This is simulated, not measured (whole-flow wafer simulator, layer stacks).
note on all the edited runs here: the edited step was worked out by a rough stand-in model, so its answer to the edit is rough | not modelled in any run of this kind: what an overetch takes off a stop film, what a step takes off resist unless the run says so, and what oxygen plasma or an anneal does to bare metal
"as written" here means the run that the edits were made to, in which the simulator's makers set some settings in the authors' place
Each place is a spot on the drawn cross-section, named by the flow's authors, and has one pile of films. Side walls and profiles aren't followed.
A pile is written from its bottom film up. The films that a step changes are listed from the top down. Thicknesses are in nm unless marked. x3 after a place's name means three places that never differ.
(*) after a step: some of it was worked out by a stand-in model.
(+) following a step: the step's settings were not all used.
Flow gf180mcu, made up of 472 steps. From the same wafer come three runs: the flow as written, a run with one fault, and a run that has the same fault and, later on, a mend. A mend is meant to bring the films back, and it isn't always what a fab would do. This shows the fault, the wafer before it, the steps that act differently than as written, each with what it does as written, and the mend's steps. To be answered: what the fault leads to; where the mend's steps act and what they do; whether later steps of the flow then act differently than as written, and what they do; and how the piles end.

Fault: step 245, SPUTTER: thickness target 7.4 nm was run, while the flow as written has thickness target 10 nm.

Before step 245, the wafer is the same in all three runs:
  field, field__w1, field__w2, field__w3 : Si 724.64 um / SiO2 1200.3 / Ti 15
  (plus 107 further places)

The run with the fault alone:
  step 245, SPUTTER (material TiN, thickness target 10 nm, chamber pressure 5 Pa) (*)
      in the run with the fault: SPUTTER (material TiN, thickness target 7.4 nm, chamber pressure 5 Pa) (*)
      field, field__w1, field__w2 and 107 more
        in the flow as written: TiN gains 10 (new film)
        in the run with the fault: TiN gains 7.4 (new film)
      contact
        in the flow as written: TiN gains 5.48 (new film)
        in the run with the fault: TiN gains 4.06 (new film)
  Steps later in the flow that act otherwise than as written (not shown: 1 more step that differs only slightly, by at most 2% or 0.5 nm, whichever is larger):
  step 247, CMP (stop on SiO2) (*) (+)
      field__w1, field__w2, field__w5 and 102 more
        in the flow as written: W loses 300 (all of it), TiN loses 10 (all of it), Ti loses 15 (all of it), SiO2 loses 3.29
        in the run with the fault: W loses 300 (all of it), TiN loses 7.4 (all of it), Ti loses 15 (all of it), SiO2 loses 3.26
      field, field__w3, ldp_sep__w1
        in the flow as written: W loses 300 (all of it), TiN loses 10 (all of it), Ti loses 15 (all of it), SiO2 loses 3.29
        in the run with the fault: W loses 300 (all of it), TiN loses 7.4 (all of it), Ti loses 15 (all of it), SiO2 loses 3.27
  At contact, polyc_n, polyc_p, the piles at the end differ from the flow's by more than 2% or 0.5 nm, whichever is larger.
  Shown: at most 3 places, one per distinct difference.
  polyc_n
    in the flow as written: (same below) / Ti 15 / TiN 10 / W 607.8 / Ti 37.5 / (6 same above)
    in the run with the fault: (same below) / Ti 15 / TiN 7.4 / W 610.4 / Ti 37.5 / (6 same above)
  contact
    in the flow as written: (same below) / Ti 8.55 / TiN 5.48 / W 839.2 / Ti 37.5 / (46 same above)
    in the run with the fault: (same below) / Ti 8.55 / TiN 4.06 / W 840.7 / Ti 37.5 / (46 same above)

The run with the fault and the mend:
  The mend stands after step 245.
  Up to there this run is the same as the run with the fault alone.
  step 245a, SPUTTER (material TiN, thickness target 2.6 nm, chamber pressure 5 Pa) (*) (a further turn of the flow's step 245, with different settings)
      field, field__w1, field__w2 and 107 more
        TiN gains 2.6
      contact
        TiN gains 1.42
  Every later step of the flow that is run acts as written at every place that is followed.
  By the end, the piles equal the flow's at every place that both follow.
